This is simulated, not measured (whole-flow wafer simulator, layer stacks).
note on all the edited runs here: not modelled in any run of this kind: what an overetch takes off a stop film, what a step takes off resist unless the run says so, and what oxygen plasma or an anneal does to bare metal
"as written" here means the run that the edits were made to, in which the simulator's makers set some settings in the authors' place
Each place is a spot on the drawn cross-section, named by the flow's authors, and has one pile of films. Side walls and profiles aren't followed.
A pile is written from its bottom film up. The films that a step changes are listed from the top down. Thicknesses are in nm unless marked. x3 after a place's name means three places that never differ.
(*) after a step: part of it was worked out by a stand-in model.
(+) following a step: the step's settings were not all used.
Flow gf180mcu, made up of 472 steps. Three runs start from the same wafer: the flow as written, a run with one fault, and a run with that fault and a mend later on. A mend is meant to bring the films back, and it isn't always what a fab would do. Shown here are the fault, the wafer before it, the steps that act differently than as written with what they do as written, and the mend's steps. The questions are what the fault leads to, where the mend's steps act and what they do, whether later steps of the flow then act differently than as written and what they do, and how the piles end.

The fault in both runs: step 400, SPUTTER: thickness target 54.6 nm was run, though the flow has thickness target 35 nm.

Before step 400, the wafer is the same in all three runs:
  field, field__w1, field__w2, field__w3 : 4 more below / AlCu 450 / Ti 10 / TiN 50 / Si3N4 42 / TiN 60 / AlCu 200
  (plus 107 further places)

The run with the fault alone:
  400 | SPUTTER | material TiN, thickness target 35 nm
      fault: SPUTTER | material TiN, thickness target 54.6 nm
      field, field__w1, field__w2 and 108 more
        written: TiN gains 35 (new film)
        fault: TiN gains 54.6 (new film)
  Later steps of the flow acting differently than as written (6 other steps are not shown; they differ only slightly, by no more than 2% or 0.5 nm, whichever is larger):
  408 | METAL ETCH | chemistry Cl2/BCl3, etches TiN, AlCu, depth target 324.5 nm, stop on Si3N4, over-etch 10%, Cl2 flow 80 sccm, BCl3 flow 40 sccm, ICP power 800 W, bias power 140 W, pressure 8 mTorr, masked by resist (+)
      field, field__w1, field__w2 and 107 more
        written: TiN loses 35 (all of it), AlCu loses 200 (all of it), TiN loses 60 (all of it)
        fault: TiN loses 54.6 (all of it), AlCu loses 200 (all of it), TiN loses 60 (all of it)
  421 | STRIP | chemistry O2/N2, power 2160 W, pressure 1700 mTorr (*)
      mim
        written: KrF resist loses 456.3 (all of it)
        fault: KrF resist loses 441.7 (all of it)
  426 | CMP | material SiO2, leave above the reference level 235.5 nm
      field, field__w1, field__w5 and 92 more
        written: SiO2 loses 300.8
        fault: SiO2 loses 281.2
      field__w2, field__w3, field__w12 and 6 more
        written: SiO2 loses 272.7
        fault: SiO2 loses 253.1
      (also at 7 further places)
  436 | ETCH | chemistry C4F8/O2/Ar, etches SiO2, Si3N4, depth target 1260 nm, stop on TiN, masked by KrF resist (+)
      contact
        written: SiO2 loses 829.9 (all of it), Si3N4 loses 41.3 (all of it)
        fault: SiO2 loses 849.5 (all of it), Si3N4 loses 41.3 (all of it)
  The piles end different from the flow's at field__w8, contact, m1, m1__w1, mim, m1_nw by more than 2% or 0.5 nm, whichever is larger.
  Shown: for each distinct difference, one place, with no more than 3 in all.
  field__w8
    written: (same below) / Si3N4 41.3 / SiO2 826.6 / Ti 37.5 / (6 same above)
    fault: (same below) / Si3N4 41.3 / SiO2 846.2 / Ti 37.5 / (6 same above)
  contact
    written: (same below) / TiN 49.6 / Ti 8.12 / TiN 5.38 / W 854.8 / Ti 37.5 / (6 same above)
    fault: (same below) / TiN 49.6 / Ti 8.03 / TiN 5.32 / W 874.5 / Ti 37.5 / (6 same above)
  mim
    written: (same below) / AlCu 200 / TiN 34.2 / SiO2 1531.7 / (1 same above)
    fault: (same below) / AlCu 200 / TiN 53.8 / SiO2 1531.7 / (1 same above)

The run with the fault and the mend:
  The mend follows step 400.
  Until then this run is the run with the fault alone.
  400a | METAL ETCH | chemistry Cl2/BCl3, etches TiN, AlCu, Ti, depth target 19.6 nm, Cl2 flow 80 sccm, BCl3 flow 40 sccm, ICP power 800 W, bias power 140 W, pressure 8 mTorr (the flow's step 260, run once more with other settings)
      field, field__w1, field__w2 and 108 more
        TiN loses 19.6
  None of the later steps of the flow acts differently than as written at any place that is followed.
  At every place that both follow, the piles at the end match the flow's.
